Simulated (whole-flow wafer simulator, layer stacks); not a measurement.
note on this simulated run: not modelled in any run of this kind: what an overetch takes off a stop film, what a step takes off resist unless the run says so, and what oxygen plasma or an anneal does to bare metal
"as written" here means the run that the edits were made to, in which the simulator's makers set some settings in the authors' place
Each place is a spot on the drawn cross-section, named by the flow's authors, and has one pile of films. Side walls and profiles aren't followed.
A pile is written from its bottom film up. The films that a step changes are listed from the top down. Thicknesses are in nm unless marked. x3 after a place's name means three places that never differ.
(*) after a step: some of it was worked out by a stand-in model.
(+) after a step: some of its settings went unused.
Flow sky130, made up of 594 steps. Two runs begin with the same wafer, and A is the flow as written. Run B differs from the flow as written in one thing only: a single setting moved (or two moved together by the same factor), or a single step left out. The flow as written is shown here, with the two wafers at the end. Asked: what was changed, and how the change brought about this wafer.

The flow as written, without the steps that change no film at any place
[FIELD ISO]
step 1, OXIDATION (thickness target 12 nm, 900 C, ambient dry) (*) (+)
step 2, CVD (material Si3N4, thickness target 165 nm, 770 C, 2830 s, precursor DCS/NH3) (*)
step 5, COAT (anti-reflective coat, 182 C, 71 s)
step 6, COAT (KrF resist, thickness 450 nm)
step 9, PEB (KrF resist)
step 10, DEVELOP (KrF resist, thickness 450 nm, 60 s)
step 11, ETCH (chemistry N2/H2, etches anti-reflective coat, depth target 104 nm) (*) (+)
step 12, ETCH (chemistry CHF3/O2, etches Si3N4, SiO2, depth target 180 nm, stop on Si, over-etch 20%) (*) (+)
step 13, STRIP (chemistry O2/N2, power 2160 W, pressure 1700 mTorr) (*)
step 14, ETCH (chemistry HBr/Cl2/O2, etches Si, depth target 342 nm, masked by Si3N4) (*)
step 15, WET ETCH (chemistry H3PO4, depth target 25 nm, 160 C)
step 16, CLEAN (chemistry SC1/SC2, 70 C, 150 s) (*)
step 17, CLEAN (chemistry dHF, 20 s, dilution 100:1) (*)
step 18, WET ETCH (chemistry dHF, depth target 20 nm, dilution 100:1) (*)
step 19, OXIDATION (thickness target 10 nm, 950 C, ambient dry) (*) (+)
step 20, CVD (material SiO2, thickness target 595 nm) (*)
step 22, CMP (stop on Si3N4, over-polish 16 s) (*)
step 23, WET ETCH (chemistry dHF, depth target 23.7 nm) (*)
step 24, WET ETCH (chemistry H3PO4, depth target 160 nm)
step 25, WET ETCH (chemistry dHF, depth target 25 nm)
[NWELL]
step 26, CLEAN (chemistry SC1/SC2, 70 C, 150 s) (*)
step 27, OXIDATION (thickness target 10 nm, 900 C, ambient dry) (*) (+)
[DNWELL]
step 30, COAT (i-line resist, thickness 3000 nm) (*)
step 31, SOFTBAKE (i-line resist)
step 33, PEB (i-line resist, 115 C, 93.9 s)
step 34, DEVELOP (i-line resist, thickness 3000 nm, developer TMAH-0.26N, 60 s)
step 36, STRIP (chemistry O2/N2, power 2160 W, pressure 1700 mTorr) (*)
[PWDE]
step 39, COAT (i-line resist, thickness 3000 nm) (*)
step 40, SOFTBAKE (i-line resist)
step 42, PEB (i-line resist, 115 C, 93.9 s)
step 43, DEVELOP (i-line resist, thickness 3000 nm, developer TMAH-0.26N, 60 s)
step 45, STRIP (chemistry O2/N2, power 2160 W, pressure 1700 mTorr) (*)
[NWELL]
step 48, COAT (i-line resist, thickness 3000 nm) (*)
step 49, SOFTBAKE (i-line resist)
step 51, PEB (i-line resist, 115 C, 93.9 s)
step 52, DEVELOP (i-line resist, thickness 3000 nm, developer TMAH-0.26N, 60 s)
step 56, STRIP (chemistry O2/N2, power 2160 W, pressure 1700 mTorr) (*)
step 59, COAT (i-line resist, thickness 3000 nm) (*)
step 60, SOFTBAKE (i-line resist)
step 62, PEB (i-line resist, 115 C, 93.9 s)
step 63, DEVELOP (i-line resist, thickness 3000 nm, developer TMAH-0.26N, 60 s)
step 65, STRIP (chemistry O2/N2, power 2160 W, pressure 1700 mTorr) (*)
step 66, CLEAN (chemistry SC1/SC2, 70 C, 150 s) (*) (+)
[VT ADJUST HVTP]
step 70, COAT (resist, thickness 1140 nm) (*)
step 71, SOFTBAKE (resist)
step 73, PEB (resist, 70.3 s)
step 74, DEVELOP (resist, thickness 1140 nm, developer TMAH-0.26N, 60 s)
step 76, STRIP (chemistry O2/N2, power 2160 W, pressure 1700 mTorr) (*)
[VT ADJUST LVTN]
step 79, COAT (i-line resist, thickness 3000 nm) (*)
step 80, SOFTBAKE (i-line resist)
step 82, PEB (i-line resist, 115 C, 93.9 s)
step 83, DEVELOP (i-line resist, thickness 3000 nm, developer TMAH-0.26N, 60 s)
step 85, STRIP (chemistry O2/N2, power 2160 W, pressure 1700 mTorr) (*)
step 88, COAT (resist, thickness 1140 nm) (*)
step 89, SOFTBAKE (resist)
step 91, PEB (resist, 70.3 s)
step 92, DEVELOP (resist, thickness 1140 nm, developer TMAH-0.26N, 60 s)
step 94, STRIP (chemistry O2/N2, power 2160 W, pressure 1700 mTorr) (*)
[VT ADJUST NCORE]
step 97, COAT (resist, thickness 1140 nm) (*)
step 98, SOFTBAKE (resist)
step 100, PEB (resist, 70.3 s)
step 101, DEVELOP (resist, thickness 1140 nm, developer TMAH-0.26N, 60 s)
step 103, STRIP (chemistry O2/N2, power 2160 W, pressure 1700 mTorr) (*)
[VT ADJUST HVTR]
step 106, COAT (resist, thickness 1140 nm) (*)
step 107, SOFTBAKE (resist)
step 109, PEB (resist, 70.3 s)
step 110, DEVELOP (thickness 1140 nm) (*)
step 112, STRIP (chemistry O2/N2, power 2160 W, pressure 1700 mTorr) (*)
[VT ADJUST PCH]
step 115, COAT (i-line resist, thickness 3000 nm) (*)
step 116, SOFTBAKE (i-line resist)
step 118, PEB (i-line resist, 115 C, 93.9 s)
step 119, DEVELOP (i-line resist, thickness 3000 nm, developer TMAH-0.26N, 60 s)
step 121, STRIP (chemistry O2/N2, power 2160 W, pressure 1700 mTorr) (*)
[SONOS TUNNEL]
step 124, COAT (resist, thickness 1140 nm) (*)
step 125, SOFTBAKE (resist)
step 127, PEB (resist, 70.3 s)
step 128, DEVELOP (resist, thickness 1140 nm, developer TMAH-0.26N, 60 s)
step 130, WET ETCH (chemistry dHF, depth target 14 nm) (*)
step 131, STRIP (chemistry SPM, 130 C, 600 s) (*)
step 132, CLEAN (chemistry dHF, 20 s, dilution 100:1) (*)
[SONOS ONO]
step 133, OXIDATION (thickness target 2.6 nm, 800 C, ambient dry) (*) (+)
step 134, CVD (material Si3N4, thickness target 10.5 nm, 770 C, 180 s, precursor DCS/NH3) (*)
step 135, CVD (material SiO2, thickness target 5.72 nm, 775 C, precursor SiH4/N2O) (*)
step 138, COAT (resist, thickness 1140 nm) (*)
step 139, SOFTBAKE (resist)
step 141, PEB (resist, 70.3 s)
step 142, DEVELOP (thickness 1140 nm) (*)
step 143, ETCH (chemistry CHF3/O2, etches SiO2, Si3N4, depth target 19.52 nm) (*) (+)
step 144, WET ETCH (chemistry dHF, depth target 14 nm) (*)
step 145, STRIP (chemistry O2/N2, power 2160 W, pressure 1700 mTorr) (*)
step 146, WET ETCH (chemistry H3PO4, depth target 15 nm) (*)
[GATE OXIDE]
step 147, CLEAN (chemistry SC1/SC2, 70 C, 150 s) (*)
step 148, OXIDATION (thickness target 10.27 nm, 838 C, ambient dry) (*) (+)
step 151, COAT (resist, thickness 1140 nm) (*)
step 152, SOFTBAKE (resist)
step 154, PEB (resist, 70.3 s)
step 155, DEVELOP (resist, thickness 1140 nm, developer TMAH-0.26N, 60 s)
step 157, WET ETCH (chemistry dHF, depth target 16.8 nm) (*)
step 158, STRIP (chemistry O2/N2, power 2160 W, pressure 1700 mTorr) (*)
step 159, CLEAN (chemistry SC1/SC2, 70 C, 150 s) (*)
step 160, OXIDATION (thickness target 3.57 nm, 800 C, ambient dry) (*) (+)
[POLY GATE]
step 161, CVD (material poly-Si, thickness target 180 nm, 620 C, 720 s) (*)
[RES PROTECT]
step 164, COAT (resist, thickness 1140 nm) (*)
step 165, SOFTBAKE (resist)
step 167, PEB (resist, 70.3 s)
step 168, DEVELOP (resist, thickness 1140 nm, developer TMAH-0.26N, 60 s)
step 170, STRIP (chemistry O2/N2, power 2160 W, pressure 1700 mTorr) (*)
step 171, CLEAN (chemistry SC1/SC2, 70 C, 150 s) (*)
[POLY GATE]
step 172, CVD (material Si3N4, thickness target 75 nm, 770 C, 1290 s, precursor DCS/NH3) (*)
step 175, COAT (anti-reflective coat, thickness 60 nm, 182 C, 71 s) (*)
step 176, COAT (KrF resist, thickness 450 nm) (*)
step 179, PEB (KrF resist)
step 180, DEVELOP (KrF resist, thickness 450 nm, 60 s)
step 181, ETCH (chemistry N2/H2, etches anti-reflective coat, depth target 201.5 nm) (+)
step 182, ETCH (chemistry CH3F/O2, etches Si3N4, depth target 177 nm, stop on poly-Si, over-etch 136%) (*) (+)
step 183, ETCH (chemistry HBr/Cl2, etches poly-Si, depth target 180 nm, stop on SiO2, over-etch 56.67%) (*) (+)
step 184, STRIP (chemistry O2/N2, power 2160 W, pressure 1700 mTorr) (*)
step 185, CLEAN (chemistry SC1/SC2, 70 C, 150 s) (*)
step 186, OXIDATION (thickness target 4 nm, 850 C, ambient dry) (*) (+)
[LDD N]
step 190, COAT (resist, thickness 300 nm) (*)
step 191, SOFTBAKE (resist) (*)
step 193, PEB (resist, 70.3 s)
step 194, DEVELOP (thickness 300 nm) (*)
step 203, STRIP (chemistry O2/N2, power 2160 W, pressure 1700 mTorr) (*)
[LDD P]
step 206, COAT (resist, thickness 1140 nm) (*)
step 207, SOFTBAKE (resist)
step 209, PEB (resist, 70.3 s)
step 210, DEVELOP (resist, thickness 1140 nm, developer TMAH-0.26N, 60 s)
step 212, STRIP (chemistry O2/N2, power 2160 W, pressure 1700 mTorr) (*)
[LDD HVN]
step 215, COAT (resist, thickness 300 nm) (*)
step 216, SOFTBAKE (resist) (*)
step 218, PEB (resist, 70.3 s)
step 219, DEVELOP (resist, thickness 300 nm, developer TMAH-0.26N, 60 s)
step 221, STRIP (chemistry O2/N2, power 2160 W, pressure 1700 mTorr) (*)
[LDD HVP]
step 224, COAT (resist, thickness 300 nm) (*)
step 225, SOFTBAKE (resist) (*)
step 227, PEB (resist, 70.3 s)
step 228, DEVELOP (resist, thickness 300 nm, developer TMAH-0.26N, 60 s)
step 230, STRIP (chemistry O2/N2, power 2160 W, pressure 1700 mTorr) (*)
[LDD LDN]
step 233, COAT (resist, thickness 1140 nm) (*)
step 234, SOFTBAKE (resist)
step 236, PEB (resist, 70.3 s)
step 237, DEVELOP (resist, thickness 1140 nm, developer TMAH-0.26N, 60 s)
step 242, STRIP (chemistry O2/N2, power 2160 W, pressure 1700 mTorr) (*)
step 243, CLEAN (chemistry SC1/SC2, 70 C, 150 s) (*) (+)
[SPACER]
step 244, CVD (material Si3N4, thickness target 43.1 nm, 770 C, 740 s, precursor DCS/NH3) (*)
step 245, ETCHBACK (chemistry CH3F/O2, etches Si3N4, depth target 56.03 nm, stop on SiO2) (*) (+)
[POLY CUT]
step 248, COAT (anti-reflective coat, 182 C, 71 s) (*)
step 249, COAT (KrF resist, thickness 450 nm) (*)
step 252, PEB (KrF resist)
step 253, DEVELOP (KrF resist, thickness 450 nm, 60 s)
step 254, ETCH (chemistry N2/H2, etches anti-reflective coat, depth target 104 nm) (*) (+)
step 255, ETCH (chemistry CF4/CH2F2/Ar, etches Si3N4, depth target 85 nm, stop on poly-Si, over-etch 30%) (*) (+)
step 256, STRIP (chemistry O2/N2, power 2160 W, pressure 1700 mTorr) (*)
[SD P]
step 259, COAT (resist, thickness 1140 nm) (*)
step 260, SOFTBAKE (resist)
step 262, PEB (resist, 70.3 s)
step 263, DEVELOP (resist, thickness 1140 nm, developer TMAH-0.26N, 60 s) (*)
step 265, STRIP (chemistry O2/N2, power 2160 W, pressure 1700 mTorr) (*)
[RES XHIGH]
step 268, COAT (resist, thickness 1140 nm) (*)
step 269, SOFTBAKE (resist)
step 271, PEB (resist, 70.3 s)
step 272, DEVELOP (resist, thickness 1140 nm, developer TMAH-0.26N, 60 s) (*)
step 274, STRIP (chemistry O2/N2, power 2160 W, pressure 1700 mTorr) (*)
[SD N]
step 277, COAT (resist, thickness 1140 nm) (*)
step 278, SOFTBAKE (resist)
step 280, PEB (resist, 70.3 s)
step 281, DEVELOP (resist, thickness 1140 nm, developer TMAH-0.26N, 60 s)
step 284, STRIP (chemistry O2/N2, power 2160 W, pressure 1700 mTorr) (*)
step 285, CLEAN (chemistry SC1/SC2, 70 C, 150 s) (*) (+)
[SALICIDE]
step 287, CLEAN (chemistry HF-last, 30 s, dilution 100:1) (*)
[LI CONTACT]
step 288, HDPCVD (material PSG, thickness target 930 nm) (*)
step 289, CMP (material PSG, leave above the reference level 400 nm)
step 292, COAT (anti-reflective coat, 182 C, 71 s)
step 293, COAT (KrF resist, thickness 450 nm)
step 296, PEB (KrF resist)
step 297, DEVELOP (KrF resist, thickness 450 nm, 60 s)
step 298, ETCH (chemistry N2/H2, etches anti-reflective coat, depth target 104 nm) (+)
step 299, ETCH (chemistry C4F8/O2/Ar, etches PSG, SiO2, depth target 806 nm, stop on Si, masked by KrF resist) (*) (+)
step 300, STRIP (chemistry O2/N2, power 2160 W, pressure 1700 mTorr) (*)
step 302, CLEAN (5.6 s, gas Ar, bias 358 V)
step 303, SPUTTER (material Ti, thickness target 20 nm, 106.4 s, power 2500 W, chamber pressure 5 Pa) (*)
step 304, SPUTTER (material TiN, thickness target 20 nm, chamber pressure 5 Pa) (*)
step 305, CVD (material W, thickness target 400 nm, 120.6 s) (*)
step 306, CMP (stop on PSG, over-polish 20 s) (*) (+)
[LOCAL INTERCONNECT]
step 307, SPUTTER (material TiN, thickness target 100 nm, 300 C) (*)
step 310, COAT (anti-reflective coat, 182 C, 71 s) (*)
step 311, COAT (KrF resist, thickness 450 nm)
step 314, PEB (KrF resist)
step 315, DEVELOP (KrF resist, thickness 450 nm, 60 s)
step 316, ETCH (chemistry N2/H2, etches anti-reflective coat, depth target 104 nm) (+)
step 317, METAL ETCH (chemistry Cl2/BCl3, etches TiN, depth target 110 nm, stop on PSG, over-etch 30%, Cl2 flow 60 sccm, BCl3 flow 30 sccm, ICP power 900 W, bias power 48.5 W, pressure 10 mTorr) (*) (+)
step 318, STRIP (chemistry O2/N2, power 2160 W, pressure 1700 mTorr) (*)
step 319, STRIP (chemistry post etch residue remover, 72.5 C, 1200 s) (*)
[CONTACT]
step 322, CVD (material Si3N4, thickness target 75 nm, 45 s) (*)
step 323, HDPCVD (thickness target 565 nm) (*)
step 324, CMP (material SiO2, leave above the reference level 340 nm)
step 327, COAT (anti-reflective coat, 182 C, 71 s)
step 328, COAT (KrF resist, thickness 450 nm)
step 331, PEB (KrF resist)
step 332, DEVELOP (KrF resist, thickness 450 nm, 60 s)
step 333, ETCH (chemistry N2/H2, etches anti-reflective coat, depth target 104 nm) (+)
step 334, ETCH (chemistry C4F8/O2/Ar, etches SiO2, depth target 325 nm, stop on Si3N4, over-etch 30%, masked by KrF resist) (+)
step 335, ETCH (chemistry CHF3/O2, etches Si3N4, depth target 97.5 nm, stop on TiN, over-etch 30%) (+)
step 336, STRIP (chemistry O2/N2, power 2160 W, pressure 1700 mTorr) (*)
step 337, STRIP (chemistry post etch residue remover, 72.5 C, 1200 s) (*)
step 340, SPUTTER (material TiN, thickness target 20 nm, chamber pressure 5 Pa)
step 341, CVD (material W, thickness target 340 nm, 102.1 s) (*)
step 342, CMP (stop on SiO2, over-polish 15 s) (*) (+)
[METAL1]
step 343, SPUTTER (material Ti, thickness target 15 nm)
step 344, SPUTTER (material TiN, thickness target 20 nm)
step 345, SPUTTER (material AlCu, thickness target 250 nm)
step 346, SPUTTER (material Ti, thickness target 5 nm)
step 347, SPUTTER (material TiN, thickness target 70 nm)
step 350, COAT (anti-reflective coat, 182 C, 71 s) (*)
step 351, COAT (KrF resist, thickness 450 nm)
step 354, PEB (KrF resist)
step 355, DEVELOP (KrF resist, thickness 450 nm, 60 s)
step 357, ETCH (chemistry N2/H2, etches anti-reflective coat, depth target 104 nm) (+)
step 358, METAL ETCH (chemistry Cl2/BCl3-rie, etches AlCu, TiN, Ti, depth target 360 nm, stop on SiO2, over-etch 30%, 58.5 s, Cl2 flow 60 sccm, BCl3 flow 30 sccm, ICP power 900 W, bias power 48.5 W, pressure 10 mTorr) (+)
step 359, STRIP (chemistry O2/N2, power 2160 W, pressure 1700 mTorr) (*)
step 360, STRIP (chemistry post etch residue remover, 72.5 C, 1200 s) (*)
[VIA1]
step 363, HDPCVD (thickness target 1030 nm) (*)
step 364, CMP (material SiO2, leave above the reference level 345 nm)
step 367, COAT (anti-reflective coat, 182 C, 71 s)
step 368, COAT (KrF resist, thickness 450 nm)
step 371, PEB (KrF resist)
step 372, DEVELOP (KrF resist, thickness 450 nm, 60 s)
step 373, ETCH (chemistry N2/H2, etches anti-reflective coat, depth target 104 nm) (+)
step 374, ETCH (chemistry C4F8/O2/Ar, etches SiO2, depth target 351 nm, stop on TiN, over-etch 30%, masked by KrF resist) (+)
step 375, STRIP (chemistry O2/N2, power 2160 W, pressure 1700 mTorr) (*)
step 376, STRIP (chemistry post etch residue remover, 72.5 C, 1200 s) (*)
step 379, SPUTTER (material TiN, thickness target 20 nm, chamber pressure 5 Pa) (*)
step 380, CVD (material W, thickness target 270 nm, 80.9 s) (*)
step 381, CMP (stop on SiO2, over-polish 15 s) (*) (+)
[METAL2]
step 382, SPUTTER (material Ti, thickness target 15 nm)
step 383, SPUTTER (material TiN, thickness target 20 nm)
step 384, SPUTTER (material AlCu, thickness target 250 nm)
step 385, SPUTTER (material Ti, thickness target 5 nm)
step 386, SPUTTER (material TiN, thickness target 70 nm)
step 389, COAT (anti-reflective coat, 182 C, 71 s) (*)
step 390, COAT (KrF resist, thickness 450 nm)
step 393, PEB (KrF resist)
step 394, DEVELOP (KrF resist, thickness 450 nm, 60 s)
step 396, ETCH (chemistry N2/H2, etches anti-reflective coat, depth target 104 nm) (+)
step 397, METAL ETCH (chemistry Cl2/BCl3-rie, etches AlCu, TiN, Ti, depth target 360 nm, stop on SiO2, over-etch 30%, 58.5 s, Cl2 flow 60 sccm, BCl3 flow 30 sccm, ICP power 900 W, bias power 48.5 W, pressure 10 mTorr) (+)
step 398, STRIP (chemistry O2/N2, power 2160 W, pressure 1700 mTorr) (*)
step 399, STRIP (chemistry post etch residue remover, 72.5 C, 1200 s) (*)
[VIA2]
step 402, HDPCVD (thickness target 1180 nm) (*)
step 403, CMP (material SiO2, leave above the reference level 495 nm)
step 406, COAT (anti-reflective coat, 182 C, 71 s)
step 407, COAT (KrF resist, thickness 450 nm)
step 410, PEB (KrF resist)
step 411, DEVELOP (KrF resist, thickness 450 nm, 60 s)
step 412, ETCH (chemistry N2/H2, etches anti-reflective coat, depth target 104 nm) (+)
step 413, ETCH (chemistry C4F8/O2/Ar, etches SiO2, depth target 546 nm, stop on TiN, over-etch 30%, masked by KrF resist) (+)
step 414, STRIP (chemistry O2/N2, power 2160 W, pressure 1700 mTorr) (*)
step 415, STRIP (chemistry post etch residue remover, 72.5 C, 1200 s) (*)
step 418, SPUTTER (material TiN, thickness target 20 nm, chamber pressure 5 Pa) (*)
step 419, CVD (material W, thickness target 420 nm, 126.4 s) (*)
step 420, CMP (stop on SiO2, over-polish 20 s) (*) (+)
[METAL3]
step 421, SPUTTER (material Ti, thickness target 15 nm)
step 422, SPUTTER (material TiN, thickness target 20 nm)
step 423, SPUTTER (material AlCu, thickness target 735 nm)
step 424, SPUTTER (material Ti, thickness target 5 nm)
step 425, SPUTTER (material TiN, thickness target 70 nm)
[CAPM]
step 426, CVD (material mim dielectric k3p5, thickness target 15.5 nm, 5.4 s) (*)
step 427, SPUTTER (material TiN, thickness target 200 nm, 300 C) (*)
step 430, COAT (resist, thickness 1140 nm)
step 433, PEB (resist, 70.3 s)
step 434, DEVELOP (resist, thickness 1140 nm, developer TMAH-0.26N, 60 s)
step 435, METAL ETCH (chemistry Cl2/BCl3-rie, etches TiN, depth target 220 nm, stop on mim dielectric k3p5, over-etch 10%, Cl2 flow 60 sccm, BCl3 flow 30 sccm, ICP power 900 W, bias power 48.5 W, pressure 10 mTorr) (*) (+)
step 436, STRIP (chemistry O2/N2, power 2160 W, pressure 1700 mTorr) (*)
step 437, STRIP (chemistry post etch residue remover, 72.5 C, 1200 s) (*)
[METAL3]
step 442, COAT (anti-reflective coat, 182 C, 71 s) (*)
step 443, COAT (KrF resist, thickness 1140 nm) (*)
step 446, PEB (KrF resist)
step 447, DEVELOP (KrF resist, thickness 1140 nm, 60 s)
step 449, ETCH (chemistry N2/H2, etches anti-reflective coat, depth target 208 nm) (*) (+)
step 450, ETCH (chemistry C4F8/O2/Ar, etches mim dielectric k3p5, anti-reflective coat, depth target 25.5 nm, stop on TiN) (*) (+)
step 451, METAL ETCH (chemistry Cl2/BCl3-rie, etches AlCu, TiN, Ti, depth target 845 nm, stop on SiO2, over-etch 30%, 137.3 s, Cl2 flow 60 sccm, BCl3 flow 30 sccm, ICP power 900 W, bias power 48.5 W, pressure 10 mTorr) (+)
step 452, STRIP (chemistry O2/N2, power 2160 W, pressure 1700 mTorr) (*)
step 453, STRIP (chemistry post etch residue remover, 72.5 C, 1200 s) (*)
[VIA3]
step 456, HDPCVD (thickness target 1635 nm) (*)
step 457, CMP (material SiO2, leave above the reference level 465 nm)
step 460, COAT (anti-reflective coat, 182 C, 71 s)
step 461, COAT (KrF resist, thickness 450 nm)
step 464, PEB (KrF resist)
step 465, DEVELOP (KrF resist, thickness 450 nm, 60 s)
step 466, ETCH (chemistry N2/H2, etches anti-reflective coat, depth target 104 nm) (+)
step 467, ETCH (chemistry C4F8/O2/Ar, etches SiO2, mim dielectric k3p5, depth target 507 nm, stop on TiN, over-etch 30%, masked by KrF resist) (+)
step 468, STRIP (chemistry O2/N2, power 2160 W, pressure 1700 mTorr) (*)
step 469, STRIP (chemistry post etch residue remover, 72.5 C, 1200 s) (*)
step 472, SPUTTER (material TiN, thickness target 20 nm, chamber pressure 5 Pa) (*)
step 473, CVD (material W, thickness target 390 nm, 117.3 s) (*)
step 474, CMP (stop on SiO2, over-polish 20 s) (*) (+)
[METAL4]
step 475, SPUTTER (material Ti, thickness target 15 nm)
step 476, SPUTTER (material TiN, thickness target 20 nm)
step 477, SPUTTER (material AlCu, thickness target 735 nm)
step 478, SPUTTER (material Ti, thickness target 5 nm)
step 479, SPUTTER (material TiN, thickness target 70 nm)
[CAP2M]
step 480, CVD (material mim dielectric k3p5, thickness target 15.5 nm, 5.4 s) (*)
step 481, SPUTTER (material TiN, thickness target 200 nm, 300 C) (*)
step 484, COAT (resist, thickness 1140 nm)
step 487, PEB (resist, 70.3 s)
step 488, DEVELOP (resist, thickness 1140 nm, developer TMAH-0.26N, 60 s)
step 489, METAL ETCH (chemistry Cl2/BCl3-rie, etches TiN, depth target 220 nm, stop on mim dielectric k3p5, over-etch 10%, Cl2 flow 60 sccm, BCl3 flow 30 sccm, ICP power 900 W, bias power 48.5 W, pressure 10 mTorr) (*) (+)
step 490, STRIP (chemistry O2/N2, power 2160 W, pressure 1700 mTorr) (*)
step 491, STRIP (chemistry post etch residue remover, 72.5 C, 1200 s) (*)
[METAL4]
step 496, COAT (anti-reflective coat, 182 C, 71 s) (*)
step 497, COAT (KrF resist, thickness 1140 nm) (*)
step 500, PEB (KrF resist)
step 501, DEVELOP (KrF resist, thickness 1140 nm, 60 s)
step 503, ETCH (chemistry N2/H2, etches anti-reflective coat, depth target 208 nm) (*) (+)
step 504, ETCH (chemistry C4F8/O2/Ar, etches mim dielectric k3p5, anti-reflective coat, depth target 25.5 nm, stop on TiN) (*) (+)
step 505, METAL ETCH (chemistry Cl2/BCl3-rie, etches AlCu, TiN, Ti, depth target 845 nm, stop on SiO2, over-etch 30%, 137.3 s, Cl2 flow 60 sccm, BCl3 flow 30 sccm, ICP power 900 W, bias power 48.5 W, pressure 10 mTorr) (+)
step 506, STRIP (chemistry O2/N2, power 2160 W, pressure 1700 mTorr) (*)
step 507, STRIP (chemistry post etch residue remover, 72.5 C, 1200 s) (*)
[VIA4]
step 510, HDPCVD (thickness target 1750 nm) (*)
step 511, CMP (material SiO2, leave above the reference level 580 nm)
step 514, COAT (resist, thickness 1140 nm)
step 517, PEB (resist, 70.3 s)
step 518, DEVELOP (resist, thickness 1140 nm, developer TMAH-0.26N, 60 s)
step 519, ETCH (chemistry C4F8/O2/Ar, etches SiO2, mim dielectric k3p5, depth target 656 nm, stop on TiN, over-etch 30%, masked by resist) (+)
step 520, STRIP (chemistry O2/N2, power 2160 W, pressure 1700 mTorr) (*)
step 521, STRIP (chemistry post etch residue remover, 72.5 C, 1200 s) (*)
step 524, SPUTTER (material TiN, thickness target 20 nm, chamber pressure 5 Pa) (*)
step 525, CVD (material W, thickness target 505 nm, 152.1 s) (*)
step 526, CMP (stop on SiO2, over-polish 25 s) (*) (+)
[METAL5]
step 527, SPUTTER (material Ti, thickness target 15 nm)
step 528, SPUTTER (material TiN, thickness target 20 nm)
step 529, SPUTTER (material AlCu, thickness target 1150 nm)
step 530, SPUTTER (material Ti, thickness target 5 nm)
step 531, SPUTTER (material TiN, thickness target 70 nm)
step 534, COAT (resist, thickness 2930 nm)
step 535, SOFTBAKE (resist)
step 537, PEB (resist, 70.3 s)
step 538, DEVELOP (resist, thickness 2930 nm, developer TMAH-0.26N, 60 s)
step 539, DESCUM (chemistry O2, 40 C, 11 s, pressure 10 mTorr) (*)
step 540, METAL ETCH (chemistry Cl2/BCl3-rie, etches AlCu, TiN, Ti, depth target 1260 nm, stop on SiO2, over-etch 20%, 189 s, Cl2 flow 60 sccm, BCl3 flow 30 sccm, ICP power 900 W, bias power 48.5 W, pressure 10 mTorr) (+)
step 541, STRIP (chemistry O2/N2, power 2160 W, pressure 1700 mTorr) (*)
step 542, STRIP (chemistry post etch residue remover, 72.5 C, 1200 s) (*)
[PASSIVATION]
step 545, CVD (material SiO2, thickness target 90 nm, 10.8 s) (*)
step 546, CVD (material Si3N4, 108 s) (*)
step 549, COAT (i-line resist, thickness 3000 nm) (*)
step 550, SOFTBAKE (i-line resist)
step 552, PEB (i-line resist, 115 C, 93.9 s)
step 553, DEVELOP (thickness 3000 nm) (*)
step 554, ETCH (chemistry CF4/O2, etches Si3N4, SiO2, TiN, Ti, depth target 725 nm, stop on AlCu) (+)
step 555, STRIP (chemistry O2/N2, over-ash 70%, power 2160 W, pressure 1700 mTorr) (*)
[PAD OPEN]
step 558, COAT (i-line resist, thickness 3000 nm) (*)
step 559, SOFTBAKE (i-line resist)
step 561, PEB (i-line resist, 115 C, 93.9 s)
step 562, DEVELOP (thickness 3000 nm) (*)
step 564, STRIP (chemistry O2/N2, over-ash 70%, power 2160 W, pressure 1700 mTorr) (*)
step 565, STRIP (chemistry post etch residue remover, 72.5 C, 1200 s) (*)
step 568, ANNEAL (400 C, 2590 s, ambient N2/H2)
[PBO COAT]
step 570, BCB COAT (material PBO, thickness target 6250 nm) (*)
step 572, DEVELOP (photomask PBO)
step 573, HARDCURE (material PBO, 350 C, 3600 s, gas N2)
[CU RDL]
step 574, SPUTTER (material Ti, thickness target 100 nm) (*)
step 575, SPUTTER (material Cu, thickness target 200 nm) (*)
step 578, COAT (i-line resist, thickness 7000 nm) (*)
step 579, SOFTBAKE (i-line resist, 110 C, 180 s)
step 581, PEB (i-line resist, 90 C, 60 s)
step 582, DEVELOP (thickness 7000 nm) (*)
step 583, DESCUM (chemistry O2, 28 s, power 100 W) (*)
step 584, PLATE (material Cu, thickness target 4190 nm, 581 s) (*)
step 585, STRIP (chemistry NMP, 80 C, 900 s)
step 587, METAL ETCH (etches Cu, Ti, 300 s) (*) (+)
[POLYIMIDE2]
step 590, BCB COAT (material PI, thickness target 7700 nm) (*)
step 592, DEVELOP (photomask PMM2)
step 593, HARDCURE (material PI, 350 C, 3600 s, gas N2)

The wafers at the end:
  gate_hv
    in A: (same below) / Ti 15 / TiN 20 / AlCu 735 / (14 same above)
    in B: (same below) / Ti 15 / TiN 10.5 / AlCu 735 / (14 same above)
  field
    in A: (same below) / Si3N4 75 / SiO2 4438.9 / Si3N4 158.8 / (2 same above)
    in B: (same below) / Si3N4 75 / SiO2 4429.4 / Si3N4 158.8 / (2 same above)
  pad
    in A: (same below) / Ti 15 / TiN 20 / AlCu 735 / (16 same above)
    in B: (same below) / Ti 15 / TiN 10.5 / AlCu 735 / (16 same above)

The reason: step 422, SPUTTER: thickness target 10.5 nm was run, while the flow as written has thickness target 20 nm.
One can read it off the wafer: gate_hv has TiN 10.5, and step 422 as written asks for 20 nm.

How this came from the change, step by step:
  step 422, SPUTTER (material TiN, thickness target 20 nm)
      field, active, n_well and 188 more: A +20 TiN (new film) | B +10.5 TiN (new film)
  step 451, METAL ETCH (chemistry Cl2/BCl3-rie, etches AlCu, TiN, Ti, depth target 845 nm, stop on SiO2, over-etch 30%, 137.3 s, Cl2 flow 60 sccm, BCl3 flow 30 sccm, ICP power 900 W, bias power 48.5 W, pressure 10 mTorr) (+)
      field, gate, spacer and 68 more: A -70 TiN (all of it), -5 Ti (all of it), -735 AlCu (all of it), -20 TiN (all of it), -15 Ti (all of it), -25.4 SiO2 | B -70 TiN (all of it), -5 Ti (all of it), -735 AlCu (all of it), -10.5 TiN (all of it), -15 Ti (all of it), -26.3 SiO2
      active, vpp_ln, vpp_iso2 and 11 more: A -70 TiN (all of it), -5 Ti (all of it), -735 AlCu (all of it), -20 TiN (all of it), -15 Ti (all of it), -25.3 SiO2 | B -70 TiN (all of it), -5 Ti (all of it), -735 AlCu (all of it), -10.5 TiN (all of it), -15 Ti (all of it), -26.3 SiO2
  step 457, CMP (material SiO2, leave above the reference level 465 nm)
      field, active, gate and 82 more: A -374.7 SiO2 | B -383.2 SiO2
